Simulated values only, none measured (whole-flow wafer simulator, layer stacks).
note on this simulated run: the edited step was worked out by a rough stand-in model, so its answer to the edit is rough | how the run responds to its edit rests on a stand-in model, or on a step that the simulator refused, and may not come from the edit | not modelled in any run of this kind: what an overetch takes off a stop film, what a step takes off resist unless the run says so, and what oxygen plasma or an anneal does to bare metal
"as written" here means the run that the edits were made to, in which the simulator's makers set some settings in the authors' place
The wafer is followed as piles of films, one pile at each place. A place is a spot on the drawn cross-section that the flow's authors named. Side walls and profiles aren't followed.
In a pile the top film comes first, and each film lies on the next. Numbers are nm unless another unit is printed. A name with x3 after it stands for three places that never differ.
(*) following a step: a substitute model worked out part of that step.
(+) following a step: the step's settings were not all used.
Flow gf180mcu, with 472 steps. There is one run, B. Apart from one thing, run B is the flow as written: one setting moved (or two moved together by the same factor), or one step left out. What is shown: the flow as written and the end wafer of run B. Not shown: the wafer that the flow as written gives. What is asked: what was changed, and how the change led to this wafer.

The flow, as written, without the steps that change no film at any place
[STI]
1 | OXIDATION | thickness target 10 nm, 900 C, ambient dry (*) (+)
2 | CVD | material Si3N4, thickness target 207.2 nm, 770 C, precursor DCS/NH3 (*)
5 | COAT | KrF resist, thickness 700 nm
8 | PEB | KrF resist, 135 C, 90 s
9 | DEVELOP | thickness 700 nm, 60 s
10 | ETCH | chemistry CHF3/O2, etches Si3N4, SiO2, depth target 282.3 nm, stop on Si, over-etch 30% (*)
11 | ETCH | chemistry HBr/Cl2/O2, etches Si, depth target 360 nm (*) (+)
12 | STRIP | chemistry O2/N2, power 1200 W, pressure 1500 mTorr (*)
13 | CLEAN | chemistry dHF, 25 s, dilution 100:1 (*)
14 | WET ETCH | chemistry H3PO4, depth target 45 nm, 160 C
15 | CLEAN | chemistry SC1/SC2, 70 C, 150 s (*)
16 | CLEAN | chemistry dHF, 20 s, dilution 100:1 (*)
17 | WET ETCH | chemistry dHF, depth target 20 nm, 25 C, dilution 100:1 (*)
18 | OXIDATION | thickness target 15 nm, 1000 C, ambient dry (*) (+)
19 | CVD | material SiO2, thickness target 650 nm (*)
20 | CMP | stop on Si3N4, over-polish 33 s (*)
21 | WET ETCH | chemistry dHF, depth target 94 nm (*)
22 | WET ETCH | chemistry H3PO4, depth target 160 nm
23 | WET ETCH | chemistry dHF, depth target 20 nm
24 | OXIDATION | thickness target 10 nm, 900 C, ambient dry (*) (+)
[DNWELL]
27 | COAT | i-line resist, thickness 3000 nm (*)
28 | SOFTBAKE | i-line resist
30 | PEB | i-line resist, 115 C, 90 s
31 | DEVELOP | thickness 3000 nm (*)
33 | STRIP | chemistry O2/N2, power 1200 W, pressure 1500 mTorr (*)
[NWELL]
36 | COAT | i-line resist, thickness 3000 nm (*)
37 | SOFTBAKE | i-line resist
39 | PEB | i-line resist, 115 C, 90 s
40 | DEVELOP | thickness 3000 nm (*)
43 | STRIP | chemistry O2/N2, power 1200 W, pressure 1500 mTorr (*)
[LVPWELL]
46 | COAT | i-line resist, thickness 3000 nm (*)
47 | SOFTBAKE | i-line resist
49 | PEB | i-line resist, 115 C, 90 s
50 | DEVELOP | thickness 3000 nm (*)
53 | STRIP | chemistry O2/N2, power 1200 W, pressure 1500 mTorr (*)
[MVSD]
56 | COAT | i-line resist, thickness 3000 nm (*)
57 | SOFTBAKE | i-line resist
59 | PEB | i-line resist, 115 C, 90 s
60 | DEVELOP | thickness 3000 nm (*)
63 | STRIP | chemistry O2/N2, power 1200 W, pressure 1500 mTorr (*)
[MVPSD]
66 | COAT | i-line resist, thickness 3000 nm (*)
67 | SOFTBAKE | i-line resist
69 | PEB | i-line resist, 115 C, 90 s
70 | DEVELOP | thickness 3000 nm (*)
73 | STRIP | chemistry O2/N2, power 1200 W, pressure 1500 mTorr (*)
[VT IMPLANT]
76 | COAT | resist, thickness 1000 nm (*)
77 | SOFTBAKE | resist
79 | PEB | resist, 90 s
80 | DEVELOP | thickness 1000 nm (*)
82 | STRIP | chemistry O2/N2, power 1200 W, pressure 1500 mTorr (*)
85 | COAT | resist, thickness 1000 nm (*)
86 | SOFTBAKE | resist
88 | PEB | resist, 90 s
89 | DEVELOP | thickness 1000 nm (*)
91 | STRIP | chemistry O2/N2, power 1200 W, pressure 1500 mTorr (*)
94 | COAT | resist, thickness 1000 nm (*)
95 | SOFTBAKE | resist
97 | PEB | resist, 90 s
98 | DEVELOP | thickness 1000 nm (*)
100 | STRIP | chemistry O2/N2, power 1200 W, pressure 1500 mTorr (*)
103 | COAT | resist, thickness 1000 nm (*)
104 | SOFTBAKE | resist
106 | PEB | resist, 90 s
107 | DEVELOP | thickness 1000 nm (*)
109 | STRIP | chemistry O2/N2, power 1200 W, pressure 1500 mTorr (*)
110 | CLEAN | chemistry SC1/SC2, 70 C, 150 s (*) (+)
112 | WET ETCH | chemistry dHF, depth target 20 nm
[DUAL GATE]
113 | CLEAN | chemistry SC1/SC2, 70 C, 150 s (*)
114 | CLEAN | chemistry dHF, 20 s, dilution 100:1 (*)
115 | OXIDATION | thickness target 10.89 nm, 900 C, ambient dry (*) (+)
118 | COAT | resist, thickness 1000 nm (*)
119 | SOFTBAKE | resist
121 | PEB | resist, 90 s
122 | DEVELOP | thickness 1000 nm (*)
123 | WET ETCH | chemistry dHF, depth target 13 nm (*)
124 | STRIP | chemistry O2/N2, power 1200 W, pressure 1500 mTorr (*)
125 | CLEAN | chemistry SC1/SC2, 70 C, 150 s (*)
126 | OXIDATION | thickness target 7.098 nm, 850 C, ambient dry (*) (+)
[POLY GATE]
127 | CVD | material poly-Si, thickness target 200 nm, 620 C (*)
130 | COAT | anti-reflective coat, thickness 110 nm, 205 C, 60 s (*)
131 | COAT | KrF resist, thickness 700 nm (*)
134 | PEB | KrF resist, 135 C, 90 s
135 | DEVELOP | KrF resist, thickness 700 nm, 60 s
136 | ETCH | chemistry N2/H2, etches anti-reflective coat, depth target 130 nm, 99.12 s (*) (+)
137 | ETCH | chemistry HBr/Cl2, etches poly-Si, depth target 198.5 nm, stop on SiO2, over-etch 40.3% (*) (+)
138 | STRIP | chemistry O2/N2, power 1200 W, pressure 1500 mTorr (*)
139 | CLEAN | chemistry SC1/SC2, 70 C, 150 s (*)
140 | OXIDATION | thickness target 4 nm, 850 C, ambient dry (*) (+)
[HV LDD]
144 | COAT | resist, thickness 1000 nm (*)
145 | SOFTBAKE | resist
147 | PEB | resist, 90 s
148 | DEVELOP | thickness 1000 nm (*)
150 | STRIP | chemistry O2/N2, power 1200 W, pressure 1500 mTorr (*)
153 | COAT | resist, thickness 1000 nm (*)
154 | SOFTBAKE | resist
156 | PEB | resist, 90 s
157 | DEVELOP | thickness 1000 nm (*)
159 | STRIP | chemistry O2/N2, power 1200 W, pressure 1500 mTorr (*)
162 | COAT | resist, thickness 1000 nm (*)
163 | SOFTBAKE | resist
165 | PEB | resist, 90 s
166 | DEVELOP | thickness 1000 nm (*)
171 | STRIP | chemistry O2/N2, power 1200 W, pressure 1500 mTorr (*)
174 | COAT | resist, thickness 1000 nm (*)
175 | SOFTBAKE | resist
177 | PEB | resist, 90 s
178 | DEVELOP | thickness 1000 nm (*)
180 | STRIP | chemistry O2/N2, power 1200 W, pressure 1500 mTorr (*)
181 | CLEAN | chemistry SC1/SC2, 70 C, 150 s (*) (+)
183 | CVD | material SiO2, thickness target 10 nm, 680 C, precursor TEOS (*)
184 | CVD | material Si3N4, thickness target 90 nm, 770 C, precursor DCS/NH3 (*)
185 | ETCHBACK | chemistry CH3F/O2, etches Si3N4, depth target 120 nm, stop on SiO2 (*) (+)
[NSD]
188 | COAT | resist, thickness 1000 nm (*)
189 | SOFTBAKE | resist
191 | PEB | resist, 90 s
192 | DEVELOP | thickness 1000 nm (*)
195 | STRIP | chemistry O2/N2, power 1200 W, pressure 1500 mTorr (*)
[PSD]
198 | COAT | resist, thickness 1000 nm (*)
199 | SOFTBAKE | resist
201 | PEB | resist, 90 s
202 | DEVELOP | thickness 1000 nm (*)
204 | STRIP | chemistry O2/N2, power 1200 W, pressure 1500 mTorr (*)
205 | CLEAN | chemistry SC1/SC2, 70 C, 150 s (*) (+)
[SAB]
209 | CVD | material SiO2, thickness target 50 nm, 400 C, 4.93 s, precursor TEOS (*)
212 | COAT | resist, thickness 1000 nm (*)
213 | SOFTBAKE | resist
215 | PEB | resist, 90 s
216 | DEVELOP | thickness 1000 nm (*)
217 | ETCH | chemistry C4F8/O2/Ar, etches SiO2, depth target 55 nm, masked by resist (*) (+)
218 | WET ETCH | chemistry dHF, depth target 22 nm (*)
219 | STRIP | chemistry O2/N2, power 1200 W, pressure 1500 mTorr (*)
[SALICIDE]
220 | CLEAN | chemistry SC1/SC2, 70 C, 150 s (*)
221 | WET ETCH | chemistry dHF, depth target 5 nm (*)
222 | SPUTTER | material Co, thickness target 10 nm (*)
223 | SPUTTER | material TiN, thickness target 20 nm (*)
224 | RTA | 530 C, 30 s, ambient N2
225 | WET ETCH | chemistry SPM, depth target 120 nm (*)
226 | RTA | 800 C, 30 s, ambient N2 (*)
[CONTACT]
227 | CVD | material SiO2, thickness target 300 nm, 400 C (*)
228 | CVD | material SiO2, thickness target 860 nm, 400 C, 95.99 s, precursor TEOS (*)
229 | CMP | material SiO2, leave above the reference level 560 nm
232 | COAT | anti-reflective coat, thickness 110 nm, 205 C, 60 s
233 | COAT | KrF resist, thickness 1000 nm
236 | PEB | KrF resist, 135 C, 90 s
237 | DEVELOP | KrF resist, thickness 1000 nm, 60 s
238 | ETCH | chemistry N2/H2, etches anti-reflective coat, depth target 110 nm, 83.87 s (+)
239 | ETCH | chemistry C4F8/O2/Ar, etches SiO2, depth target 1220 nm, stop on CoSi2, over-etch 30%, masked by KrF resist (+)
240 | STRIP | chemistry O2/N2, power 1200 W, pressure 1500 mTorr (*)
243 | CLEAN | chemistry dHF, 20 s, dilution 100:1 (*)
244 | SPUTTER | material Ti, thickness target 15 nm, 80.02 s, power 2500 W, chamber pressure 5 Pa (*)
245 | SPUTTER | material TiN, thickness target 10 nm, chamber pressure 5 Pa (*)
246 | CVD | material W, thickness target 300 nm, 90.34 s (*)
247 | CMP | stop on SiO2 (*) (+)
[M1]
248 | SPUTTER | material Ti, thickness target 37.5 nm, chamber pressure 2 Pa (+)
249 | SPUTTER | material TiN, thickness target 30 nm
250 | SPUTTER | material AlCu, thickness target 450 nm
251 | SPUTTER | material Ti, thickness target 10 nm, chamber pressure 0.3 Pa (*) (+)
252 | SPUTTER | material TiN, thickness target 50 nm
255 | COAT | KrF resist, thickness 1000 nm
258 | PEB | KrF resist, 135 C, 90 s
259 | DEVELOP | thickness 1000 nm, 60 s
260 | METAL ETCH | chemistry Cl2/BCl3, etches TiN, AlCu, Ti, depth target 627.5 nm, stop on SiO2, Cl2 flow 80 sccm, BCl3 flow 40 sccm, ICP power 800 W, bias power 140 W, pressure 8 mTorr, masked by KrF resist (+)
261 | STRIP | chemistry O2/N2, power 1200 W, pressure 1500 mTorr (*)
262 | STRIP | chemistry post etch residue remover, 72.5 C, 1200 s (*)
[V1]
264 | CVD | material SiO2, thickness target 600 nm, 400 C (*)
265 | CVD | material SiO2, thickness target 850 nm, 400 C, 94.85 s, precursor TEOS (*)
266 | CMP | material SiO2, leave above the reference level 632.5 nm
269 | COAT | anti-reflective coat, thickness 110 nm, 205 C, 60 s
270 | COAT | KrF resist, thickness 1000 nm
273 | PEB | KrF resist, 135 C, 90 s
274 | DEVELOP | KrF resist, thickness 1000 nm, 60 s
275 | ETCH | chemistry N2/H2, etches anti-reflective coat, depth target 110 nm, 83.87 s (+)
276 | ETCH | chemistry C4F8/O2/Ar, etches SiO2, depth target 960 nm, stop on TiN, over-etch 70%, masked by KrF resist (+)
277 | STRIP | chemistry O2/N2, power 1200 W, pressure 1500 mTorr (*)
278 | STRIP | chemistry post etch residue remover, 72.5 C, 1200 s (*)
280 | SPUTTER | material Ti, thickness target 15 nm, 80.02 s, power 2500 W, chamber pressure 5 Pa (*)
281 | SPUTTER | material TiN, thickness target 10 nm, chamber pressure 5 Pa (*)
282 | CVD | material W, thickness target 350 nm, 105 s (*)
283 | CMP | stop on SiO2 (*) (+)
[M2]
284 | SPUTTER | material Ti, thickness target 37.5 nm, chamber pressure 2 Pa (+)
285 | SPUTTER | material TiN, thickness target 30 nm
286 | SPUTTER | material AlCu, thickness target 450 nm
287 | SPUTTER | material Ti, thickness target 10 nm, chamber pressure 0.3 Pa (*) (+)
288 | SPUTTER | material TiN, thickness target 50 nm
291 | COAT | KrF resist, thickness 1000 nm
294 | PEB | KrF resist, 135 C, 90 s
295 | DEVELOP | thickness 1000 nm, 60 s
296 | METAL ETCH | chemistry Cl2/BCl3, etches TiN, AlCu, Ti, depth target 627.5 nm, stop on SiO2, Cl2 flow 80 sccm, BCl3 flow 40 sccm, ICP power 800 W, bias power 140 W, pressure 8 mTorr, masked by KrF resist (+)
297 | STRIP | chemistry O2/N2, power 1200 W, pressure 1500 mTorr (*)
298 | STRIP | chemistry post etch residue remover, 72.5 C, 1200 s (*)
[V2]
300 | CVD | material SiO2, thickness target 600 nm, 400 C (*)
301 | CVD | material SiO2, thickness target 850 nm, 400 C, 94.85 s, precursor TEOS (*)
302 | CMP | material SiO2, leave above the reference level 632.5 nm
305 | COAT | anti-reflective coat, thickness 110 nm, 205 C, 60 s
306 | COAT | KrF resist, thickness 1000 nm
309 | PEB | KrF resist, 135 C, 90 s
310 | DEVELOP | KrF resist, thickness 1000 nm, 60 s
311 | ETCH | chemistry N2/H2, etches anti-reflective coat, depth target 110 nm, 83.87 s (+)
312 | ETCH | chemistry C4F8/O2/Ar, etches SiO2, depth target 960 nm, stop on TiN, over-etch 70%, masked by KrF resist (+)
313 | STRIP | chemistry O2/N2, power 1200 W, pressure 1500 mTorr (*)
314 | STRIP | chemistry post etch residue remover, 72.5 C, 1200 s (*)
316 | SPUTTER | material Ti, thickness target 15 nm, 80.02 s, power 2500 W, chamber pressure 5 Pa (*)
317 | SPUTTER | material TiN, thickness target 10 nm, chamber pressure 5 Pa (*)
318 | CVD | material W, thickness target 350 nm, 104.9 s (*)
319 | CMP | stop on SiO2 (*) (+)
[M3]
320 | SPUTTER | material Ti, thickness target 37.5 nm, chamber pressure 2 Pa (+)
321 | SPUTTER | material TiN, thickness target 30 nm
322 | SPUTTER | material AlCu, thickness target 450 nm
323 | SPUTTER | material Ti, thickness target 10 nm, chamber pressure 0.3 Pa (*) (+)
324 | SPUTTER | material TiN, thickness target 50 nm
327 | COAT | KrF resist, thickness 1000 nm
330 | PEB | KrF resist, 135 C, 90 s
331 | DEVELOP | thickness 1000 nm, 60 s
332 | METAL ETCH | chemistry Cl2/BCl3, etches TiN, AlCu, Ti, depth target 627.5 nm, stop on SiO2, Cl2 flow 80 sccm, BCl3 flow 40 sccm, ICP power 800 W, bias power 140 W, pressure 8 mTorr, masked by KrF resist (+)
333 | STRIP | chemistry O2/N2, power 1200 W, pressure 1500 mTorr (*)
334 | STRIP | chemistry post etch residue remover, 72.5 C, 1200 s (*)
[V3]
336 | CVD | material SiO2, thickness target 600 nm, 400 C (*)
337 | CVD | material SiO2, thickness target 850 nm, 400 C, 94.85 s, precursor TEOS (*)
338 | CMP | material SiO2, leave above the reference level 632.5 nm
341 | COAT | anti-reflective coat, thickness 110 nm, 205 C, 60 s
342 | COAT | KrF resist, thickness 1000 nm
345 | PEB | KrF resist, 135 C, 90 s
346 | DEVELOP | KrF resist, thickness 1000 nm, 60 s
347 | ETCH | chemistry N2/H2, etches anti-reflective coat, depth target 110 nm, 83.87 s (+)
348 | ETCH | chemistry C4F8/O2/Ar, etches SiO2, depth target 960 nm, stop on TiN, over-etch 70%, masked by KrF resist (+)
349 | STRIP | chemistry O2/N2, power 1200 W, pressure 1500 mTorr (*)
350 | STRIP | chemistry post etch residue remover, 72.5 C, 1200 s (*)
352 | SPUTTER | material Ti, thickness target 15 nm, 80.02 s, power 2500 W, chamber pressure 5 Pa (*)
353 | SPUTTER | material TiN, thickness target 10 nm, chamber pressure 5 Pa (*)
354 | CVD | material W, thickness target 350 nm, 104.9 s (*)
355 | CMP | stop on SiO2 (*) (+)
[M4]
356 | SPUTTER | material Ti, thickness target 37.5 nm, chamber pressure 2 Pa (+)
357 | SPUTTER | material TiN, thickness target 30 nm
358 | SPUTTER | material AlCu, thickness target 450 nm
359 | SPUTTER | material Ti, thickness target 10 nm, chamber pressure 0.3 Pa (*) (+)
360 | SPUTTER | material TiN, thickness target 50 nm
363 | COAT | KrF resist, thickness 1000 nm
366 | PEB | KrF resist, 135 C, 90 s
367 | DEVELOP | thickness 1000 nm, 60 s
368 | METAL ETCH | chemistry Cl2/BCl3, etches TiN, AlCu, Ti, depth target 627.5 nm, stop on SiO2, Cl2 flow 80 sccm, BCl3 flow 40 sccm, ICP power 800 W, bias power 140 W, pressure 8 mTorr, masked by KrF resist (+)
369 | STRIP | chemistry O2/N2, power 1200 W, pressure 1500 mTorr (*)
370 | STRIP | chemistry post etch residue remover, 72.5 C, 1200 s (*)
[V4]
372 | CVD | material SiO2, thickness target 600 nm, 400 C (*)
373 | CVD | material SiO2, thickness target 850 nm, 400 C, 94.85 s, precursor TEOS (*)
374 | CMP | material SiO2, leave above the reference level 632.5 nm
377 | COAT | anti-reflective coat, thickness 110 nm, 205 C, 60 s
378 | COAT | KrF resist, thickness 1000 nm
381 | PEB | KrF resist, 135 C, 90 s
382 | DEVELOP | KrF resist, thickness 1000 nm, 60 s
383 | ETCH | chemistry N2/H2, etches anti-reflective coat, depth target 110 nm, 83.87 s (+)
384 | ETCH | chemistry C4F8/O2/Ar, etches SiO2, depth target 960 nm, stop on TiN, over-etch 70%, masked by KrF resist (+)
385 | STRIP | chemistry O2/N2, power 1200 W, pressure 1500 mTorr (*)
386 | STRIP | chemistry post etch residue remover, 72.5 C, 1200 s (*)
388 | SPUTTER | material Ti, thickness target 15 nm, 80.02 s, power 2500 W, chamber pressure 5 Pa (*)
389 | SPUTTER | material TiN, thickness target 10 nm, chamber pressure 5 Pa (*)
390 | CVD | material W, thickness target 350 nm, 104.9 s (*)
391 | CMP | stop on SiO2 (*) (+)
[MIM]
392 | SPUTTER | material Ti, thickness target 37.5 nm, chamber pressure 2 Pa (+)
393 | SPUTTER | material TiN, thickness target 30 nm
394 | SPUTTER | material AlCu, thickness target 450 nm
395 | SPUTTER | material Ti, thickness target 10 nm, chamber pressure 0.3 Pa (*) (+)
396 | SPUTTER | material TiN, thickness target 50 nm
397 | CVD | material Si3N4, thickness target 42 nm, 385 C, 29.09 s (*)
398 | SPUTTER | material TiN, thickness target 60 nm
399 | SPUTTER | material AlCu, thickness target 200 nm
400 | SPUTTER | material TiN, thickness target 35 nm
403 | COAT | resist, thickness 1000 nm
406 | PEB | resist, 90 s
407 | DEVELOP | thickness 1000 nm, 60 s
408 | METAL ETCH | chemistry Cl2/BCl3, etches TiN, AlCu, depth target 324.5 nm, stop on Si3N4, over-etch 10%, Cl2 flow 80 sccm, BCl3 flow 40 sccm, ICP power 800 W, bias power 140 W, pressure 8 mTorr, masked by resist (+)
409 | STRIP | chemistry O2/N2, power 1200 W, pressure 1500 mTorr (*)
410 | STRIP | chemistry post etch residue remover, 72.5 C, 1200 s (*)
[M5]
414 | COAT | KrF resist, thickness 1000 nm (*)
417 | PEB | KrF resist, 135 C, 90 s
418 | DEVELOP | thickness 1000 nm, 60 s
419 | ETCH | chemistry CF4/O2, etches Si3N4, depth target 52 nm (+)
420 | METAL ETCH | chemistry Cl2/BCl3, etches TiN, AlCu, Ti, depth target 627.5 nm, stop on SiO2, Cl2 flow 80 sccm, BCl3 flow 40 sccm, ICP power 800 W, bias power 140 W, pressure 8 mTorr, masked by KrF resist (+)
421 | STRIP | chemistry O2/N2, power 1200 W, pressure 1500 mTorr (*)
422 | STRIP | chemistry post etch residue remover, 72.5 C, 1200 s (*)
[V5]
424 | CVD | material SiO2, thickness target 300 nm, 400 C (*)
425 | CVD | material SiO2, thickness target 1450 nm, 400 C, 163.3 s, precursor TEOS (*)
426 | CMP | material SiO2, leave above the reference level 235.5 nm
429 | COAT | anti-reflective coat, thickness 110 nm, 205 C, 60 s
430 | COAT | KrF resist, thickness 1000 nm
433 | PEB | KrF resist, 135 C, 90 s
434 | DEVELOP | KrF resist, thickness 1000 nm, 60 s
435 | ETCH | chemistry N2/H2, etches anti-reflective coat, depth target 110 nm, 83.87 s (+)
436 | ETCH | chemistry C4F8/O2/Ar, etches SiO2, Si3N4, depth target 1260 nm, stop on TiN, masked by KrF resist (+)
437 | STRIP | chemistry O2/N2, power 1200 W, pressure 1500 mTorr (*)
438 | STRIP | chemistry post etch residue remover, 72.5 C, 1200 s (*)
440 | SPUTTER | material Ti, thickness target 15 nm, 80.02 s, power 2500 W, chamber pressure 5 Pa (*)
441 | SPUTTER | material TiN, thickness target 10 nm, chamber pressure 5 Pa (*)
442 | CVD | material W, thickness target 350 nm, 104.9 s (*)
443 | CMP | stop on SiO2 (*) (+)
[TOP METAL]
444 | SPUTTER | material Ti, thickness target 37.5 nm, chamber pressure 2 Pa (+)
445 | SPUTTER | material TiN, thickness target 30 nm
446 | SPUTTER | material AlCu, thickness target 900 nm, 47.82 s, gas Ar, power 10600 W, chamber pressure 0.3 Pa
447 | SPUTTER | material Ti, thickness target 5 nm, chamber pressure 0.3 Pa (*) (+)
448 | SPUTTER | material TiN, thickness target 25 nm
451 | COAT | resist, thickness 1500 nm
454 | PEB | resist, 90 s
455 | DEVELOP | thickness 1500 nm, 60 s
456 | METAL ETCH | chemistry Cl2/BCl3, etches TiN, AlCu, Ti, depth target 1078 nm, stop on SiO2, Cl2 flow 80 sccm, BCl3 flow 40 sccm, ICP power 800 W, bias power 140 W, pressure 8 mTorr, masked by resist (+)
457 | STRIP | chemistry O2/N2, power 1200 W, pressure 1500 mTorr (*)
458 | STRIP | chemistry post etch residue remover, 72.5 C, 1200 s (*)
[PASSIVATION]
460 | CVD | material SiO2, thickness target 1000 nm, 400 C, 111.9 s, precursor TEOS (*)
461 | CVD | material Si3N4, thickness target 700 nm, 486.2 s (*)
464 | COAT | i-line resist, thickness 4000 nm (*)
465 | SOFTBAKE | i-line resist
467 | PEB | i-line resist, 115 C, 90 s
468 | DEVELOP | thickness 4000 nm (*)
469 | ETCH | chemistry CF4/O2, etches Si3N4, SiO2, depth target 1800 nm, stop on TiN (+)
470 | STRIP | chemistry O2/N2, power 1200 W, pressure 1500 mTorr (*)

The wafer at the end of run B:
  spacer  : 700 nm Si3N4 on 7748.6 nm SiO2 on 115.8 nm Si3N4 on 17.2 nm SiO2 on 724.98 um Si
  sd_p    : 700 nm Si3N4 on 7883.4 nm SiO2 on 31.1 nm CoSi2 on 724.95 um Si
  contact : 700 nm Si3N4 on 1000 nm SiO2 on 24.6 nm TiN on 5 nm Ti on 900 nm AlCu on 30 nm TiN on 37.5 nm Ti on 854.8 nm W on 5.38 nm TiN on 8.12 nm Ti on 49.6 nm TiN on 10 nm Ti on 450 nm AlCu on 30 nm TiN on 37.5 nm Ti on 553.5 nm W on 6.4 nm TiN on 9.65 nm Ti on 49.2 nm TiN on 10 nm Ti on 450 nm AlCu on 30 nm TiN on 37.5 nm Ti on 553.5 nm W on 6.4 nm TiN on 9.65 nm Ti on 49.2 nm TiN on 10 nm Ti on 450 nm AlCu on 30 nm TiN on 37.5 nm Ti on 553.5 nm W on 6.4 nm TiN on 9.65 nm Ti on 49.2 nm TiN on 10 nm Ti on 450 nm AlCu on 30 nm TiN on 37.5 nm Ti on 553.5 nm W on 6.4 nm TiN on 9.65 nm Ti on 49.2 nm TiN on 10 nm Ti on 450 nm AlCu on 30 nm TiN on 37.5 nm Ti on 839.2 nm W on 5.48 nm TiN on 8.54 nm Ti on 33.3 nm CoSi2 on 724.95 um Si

What caused this: step 184, CVD: thickness target 120 nm was run, while the flow as written has thickness target 90 nm.

The path from the change to this, step by step:
  184 | CVD | material Si3N4, thickness target 90 nm, 770 C, precursor DCS/NH3 (*)
      field, field__w1, field__w2 and 101 more: Si3N4 gains 120 (new film) (it would be, as written: Si3N4 gains 90 (new film))
  185 | ETCHBACK | chemistry CH3F/O2, etches Si3N4, depth target 120 nm, stop on SiO2 (*) (+)
      field, field__w1, field__w2 and 100 more: Si3N4 loses 120 (all of it) (it would be, as written: Si3N4 loses 90 (all of it), SiO2 loses 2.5)
  188 | COAT | resist, thickness 1000 nm (*)
      spacer: resist gains 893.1 (new film) (it would be, as written: resist gains 920.3 (new film))
  189 | SOFTBAKE | resist
      field__w9: resist loses 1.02 (it would be, as written: resist gains 1.85)
      nw_enc_fld_lv: resist gains 1.7 (it would be, as written: resist gains 0.58)
  191 | PEB | resist, 90 s
      spacer: resist loses 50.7 (it would be, as written: resist loses 52.3)
  192 | DEVELOP | thickness 1000 nm (*)
      spacer: resist loses 842.4 (all of it) (it would be, as written: resist loses 868 (all of it))
  198 | COAT | resist, thickness 1000 nm (*)
      spacer: resist gains 893.1 (new film) (it would be, as written: resist gains 920.3 (new film))
  199 | SOFTBAKE | resist
      field__w9: resist loses 1.02 (it would be, as written: resist gains 1.85)
      nw_enc_fld_lv: resist gains 1.7 (it would be, as written: resist gains 0.58)
  201 | PEB | resist, 90 s
      spacer: resist loses 50.7 (it would be, as written: resist loses 52.3)
  204 | STRIP | chemistry O2/N2, power 1200 W, pressure 1500 mTorr (*)
      spacer: resist loses 842.4 (all of it) (it would be, as written: resist loses 868 (all of it))
  209 | CVD | material SiO2, thickness target 50 nm, 400 C, 4.93 s, precursor TEOS (*)
      ld_drift_p: SiO2 gains 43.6 (it would be, as written: SiO2 gains 46.7)
      ld_drn_p: SiO2 gains 42.9 (it would be, as written: SiO2 gains 46)
  212 | COAT | resist, thickness 1000 nm (*)
      spacer: resist gains 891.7 (new film) (it would be, as written: resist gains 919.2 (new film))
  213 | SOFTBAKE | resist
      field_sub__w2: resist gains 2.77 (it would be, as written: resist gains 0.91)
  215 | PEB | resist, 90 s
      spacer: resist loses 50.6 (it would be, as written: resist loses 52.3)
  216 | DEVELOP | thickness 1000 nm (*)
      spacer: resist loses 841.1 (all of it) (it would be, as written: resist loses 866.9 (all of it))
  218 | WET ETCH | chemistry dHF, depth target 22 nm (*)
      gate, gate_hv, gate_p and 23 more: SiO2 loses 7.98 (all of it) (it would be, as written: SiO2 loses 5.48 (all of it))
      active, p_well, sd_n, iso_ptap_pw, iso_ntap_nw, iso_ptap_sub, vpnp_e: SiO2 loses 11.5 (all of it) (it would be, as written: SiO2 loses 9.01 (all of it))
      (also at 16 further places)
  ... 5 other steps ...
  229 | CMP | material SiO2, leave above the reference level 560 nm
      spacer: SiO2 loses 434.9 (it would be, as written: SiO2 loses 404.9)
